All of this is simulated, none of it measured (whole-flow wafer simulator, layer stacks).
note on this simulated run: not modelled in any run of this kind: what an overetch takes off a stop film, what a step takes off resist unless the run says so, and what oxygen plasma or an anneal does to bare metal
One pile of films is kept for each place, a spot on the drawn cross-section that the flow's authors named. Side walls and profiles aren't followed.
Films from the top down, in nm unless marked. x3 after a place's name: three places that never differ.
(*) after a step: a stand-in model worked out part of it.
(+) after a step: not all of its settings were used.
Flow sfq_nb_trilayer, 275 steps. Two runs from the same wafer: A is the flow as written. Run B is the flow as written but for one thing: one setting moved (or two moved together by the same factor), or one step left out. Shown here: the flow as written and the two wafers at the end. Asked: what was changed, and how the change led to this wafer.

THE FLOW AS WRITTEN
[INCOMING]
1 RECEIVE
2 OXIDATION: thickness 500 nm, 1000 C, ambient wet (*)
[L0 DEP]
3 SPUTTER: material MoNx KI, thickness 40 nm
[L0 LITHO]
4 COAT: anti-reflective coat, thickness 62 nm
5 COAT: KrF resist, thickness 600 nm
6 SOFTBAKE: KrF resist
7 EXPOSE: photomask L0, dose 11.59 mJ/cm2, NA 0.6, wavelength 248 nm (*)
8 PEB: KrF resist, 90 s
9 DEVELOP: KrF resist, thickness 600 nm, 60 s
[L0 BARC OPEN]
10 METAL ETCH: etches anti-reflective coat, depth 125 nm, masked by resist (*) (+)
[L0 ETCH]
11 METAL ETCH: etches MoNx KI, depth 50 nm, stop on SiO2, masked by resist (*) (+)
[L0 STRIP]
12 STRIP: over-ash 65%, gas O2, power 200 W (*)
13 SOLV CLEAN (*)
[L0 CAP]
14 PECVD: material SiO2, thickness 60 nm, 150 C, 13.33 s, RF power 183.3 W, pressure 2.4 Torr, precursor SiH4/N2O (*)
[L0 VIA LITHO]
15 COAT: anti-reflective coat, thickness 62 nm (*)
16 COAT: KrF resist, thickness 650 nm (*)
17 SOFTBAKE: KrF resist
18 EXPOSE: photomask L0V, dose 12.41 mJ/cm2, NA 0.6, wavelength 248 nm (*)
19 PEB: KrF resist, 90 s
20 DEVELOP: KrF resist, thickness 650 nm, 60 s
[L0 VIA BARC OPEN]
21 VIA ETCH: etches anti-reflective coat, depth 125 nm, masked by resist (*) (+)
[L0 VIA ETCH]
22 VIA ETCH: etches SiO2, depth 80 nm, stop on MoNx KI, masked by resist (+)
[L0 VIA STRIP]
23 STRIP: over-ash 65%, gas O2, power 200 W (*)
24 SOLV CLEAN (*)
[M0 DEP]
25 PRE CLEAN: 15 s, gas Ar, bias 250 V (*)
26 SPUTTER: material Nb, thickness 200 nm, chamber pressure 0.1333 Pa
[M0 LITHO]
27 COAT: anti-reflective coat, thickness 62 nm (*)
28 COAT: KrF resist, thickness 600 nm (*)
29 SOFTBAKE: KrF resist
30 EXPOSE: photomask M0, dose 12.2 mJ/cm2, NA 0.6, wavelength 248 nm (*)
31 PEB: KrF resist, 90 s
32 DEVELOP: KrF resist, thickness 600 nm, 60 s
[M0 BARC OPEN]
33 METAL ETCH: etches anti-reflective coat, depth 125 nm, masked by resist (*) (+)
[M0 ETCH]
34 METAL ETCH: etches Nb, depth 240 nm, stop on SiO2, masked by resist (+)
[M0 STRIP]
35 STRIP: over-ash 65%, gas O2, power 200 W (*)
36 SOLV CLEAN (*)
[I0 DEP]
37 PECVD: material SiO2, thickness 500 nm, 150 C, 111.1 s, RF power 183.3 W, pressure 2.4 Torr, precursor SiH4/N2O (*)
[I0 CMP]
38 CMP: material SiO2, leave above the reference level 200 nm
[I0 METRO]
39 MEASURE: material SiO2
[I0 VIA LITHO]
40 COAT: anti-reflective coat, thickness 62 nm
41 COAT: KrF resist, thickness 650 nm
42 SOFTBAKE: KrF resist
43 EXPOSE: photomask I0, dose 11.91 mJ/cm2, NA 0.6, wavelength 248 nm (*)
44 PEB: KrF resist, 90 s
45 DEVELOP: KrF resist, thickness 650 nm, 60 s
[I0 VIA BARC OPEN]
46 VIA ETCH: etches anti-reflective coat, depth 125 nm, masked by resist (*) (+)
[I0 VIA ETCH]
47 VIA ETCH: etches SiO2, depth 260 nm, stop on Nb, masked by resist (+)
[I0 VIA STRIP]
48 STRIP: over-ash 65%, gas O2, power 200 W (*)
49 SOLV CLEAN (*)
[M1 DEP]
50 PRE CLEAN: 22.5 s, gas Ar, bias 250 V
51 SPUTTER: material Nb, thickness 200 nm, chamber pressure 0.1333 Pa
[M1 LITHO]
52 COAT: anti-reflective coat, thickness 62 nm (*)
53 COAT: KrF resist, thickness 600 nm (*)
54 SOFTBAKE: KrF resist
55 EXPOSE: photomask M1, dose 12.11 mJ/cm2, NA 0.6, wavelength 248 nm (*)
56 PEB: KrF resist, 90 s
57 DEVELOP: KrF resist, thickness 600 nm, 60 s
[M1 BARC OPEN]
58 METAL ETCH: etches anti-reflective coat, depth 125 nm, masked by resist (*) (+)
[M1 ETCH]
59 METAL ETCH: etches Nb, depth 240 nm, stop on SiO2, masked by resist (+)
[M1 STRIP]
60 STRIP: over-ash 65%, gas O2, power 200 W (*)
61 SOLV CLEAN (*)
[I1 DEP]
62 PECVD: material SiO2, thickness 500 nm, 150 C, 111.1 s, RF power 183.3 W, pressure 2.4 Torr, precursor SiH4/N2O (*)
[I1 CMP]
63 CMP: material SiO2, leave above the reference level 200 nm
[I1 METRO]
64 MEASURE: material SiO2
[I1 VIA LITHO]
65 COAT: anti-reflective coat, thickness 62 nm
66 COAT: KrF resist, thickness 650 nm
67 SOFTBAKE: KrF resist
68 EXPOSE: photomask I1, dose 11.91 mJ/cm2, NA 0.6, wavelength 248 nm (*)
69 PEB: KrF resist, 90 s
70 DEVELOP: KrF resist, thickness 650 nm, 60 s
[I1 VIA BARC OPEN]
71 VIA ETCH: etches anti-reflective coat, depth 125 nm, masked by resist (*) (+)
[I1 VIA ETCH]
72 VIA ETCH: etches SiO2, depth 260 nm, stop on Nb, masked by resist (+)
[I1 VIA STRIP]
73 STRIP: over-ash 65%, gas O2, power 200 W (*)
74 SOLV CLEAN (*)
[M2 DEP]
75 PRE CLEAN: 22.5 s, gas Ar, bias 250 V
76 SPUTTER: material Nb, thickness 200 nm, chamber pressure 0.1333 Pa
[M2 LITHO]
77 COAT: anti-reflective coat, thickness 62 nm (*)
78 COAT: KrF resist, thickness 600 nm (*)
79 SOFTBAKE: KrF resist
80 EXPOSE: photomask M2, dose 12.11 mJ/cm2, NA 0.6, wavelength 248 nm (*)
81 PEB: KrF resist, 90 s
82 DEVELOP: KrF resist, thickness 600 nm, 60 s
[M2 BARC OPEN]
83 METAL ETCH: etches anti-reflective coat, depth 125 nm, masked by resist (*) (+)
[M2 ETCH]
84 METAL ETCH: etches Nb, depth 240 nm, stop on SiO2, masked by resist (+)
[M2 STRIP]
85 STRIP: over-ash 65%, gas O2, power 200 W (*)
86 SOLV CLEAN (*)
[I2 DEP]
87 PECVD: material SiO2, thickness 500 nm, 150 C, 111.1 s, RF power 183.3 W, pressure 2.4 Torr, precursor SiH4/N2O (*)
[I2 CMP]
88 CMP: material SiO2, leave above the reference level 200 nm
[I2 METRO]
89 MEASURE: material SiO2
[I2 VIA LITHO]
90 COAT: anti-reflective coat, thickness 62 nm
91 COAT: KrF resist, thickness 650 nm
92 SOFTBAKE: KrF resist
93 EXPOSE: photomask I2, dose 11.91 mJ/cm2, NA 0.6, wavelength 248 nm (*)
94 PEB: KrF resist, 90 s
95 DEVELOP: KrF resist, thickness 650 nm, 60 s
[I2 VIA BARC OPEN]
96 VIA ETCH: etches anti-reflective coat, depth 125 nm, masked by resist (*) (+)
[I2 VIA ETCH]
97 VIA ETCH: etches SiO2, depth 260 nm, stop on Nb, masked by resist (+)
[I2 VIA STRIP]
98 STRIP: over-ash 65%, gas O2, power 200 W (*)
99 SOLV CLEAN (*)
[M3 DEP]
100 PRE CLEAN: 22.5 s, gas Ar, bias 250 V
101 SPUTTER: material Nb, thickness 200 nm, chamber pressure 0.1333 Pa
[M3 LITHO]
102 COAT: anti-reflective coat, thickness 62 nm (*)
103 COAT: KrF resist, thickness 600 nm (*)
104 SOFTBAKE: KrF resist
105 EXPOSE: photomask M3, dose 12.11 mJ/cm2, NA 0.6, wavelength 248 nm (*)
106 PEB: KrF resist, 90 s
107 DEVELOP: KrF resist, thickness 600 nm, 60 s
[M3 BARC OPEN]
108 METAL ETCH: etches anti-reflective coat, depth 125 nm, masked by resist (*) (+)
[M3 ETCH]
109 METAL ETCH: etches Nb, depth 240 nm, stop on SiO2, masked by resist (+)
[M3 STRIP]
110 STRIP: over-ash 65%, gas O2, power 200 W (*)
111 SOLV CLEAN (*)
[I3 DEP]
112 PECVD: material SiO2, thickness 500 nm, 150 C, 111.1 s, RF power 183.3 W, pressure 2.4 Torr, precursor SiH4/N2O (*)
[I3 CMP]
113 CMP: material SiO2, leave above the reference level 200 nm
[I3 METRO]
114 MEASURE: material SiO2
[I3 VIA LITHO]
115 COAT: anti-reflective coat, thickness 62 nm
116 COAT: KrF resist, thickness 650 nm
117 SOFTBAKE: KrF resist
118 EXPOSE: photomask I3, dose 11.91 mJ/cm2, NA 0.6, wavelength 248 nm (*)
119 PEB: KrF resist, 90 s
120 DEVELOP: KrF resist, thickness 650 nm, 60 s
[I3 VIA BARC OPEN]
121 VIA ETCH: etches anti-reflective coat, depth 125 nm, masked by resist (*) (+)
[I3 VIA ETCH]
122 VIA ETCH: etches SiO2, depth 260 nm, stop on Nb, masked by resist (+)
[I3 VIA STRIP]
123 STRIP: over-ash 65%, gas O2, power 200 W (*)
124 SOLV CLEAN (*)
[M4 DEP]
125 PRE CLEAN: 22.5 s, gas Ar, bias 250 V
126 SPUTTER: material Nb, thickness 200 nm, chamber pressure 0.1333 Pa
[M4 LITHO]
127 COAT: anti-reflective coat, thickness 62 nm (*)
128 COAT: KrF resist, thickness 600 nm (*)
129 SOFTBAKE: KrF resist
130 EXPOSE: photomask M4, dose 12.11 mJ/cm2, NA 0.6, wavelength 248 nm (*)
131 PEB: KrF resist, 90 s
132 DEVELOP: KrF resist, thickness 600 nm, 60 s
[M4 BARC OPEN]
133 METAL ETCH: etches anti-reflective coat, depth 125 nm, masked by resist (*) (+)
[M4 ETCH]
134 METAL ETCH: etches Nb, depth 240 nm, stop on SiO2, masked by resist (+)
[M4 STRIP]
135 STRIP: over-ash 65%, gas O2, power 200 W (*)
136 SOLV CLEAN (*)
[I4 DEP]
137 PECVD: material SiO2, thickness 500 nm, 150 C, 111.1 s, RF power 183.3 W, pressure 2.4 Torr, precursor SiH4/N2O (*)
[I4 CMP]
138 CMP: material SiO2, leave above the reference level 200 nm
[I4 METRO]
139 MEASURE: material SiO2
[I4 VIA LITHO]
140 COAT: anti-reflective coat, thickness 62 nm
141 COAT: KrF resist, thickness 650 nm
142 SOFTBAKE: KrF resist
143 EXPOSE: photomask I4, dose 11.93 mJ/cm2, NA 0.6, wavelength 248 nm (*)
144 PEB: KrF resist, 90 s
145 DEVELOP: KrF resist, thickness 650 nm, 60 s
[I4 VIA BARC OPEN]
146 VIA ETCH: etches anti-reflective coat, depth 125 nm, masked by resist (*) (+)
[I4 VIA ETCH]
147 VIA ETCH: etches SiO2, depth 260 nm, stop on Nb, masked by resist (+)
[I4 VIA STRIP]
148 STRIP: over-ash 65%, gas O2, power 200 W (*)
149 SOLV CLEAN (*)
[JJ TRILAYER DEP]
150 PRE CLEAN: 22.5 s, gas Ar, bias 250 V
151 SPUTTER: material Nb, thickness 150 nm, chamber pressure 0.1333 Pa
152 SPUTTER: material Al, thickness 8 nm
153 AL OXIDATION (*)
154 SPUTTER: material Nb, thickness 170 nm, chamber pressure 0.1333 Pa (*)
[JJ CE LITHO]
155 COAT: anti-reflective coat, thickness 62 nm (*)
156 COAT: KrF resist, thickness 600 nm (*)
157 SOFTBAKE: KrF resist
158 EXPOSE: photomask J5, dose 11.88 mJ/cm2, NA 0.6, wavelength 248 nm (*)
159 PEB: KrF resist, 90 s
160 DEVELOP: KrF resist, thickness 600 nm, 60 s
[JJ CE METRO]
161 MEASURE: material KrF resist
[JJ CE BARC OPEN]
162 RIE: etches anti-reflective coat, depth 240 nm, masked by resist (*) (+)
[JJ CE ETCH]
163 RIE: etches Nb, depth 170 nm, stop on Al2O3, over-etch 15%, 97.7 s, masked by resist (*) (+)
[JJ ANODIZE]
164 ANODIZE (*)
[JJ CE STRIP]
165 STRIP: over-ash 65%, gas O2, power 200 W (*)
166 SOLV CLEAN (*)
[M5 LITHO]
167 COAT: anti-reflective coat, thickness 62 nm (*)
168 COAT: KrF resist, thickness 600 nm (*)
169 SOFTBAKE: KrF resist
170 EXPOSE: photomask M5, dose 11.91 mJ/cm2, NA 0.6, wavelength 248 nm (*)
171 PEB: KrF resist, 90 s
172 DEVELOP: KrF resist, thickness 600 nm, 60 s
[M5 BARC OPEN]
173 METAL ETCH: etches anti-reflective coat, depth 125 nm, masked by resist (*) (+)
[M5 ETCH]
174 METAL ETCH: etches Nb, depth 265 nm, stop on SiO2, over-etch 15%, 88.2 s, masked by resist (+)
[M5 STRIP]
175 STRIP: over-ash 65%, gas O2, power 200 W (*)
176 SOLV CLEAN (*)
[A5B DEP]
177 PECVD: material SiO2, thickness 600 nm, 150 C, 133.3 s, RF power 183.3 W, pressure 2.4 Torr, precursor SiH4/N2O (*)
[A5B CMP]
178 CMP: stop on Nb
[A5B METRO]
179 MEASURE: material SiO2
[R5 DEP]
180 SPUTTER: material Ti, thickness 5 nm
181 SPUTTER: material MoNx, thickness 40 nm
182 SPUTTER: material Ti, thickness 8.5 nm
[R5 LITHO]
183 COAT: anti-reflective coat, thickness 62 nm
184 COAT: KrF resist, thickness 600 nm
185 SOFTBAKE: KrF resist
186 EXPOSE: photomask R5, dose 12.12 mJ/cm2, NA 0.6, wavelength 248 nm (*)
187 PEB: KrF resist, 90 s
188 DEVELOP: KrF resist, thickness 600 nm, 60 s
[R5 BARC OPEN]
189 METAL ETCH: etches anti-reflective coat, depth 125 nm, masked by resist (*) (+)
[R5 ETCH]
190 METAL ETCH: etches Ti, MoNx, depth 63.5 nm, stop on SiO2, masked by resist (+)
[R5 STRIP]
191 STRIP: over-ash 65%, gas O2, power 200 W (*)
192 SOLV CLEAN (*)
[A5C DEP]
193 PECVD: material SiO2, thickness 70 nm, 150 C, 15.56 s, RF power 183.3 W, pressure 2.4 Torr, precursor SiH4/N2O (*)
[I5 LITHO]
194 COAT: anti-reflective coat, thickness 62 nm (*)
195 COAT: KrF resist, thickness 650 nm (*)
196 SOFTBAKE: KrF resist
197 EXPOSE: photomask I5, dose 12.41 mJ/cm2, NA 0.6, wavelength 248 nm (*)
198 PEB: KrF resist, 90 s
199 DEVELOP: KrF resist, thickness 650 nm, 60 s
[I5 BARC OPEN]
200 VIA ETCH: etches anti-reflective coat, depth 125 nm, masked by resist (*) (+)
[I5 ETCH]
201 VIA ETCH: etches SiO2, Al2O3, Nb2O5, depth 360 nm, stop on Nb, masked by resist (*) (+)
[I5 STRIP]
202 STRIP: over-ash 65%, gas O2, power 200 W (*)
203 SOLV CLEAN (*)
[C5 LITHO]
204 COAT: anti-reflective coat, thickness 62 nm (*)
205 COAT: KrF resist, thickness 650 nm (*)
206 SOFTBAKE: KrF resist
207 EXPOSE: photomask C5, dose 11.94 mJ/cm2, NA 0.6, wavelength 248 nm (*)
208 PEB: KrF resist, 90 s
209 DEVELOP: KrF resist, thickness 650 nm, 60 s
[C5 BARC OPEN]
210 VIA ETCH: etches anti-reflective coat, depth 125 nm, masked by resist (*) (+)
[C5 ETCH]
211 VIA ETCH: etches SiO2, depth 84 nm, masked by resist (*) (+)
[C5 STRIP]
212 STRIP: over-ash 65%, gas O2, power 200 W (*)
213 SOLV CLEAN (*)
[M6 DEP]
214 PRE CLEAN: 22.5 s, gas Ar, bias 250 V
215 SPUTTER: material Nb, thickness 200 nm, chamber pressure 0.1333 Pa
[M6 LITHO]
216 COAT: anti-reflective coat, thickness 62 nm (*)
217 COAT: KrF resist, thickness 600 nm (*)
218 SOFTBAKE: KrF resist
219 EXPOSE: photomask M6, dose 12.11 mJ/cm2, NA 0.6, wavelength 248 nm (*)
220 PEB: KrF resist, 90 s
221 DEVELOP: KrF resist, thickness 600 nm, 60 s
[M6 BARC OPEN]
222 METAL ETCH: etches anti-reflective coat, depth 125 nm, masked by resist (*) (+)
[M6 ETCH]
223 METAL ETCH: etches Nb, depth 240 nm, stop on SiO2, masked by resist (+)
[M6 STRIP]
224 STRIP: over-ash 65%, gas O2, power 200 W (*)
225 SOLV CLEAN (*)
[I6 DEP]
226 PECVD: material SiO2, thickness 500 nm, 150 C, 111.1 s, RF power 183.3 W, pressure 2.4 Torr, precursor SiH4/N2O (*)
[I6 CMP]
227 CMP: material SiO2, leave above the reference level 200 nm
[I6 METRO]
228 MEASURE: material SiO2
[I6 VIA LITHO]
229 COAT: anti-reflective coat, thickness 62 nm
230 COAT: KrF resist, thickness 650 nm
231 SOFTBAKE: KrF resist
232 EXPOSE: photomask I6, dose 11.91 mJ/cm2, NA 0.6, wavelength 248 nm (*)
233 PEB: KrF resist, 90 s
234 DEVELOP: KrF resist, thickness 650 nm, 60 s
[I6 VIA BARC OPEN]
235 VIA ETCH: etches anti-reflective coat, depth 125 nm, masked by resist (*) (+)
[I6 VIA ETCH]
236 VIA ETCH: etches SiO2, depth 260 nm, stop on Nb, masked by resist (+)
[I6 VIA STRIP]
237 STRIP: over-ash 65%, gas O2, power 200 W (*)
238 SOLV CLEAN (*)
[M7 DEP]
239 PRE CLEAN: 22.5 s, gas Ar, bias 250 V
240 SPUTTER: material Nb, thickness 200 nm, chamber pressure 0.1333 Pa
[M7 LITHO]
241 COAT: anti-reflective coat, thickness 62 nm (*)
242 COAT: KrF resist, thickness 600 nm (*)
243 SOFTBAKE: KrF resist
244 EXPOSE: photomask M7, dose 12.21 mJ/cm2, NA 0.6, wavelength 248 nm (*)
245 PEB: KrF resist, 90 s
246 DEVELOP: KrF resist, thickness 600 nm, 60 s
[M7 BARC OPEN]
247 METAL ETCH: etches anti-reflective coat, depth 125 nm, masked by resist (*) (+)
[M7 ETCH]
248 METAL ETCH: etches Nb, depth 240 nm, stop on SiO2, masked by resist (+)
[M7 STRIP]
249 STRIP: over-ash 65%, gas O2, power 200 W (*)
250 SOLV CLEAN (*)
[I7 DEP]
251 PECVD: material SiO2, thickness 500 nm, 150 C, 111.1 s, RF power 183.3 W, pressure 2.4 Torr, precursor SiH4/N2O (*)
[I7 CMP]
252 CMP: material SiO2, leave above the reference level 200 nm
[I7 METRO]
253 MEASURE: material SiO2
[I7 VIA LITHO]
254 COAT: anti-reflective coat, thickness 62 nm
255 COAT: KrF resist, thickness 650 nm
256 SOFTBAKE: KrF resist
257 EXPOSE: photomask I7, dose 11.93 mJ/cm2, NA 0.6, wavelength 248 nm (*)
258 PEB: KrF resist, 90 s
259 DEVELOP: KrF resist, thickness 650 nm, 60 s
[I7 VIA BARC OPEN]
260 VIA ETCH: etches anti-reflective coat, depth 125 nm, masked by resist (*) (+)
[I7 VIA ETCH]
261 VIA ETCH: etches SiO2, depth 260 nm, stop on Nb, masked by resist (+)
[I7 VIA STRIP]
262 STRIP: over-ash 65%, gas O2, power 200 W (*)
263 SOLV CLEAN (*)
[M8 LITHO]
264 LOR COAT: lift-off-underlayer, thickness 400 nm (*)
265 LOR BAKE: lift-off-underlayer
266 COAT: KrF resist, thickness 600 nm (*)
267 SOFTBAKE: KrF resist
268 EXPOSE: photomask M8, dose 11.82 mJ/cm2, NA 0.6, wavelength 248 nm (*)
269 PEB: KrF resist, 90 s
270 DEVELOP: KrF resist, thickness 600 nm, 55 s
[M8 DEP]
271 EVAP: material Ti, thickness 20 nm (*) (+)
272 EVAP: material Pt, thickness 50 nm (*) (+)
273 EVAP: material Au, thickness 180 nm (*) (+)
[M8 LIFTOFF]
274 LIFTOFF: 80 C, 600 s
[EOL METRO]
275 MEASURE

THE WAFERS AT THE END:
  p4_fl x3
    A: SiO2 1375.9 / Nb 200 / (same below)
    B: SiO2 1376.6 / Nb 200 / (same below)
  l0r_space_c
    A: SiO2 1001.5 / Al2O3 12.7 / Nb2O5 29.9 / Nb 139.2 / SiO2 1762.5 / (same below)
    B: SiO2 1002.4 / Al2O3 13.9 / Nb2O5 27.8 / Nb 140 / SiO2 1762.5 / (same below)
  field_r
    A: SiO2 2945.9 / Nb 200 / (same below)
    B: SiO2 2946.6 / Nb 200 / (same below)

The cause: step 152, SPUTTER: thickness 8.739 nm was run, where the flow has thickness 8 nm.

How the change led to this, step by step:
  152 SPUTTER: material Al, thickness 8 nm
      field_l, v_sur, via_sp and 100 more: A Al +8 (new film) | B Al +8.74 (new film)
      via_w: A Al +7.12 (new film) | B Al +7.78 (new film)
  164 ANODIZE (*)
      field_l, v_sur, via_sp and 96 more: A Al2O3 +12.2, Nb2O5 +29.9 (new film), Al -7.42 (all of it), Nb -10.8 | B Al2O3 +13.5, Nb2O5 +27.8 (new film), Al -8.16 (all of it), Nb -9.99
      via_wl, via_wr: A Al2O3 +7.52 (new film), Nb2O5 +39.2 (new film), Al -4.56 (all of it), Nb -14.1 | B Al2O3 +8.3 (new film), Nb2O5 +37.8 (new film), Al -5.03 (all of it), Nb -13.6
      (and at 1 more place)
  167 COAT: anti-reflective coat, thickness 62 nm (*)
      ce_l: A anti-reflective coat +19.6 (new film) | B anti-reflective coat +18.9 (new film)
      ce_r: A anti-reflective coat +19.7 (new film) | B anti-reflective coat +19 (new film)
  174 METAL ETCH: etches Nb, depth 265 nm, stop on SiO2, over-etch 15%, 88.2 s, masked by resist (+)
      field_l, r_sur, res and 50 more: A Al2O3 -12.6 (all of it), Nb2O5 -29.9 (all of it), Nb -139.2 (all of it), SiO2 -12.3 | B Al2O3 -13.8 (all of it), Nb2O5 -27.8 (all of it), Nb -140 (all of it), SiO2 -12.3
  175 STRIP: over-ash 65%, gas O2, power 200 W (*)
      ce_l: A KrF resist -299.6 (all of it), anti-reflective coat -19.6 (all of it) | B KrF resist -299.6 (all of it), anti-reflective coat -18.9 (all of it)
      ce_r: A KrF resist -299.9 (all of it), anti-reflective coat -19.7 (all of it) | B KrF resist -299.8 (all of it), anti-reflective coat -19 (all of it)
  201 VIA ETCH: etches SiO2, Al2O3, Nb2O5, depth 360 nm, stop on Nb, masked by resist (*) (+)
      be: A SiO2 -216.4 (all of it), Al2O3 -12.7 (all of it), Nb2O5 -29.9 (all of it) | B SiO2 -217.3 (all of it), Al2O3 -13.9 (all of it), Nb2O5 -27.8 (all of it)
